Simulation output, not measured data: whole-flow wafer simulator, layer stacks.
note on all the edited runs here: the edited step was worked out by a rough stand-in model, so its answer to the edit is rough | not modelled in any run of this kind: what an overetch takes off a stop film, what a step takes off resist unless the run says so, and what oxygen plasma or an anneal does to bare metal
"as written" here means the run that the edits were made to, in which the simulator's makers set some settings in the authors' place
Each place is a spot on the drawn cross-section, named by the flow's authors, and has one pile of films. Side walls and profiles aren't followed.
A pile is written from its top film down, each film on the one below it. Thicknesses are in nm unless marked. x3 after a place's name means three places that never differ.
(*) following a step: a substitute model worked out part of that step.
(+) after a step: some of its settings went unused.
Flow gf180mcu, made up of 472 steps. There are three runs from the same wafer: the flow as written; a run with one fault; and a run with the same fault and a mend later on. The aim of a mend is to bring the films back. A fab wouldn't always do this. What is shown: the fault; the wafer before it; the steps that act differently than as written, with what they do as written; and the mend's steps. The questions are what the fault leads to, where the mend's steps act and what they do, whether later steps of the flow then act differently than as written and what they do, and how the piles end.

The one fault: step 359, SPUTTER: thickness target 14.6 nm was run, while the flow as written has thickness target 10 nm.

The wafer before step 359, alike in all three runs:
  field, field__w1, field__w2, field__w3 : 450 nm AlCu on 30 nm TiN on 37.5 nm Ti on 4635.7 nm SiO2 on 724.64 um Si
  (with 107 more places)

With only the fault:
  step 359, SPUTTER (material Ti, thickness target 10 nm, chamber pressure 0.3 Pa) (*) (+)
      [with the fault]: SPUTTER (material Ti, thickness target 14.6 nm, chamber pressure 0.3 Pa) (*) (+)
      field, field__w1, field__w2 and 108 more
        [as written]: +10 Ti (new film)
        [with the fault]: +14.6 Ti (new film)
  Steps later in the flow that act otherwise than as written (5 more steps, not shown, differ only slightly: by at most 2% or 0.5 nm, whichever is larger):
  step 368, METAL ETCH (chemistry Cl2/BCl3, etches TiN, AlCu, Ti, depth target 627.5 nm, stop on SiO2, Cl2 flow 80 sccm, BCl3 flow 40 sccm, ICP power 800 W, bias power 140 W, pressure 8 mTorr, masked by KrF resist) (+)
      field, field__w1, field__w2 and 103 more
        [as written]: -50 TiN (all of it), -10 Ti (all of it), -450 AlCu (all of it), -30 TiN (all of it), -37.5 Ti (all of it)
        [with the fault]: -50 TiN (all of it), -14.6 Ti (all of it), -450 AlCu (all of it), -30 TiN (all of it), -37.5 Ti (all of it)
  By the end, the piles at field__w8, contact, m1, m1__w1, m1_nw depart from the flow's by more than 2% or 0.5 nm, whichever is larger.
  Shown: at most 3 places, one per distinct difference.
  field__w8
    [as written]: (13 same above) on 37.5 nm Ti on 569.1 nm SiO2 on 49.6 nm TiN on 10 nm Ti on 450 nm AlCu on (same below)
    [with the fault]: (13 same above) on 37.5 nm Ti on 564.5 nm SiO2 on 49.6 nm TiN on 14.6 nm Ti on 450 nm AlCu on (same below)
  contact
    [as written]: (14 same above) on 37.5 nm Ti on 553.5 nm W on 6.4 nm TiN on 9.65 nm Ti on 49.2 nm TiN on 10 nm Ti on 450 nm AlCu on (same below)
    [with the fault]: (14 same above) on 37.5 nm Ti on 548.9 nm W on 6.42 nm TiN on 9.68 nm Ti on 49.2 nm TiN on 14.6 nm Ti on 450 nm AlCu on (same below)

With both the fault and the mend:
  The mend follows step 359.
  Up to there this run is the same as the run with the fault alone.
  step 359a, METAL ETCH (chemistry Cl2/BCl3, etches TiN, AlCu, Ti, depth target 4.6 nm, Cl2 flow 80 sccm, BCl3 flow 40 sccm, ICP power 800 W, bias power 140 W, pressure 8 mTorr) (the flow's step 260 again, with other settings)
      field, field__w1, field__w2 and 108 more
        -4.6 Ti
  Later steps of the flow that are run all act as written at every place that is followed.
  By the end, the piles equal the flow's at every place that both follow.
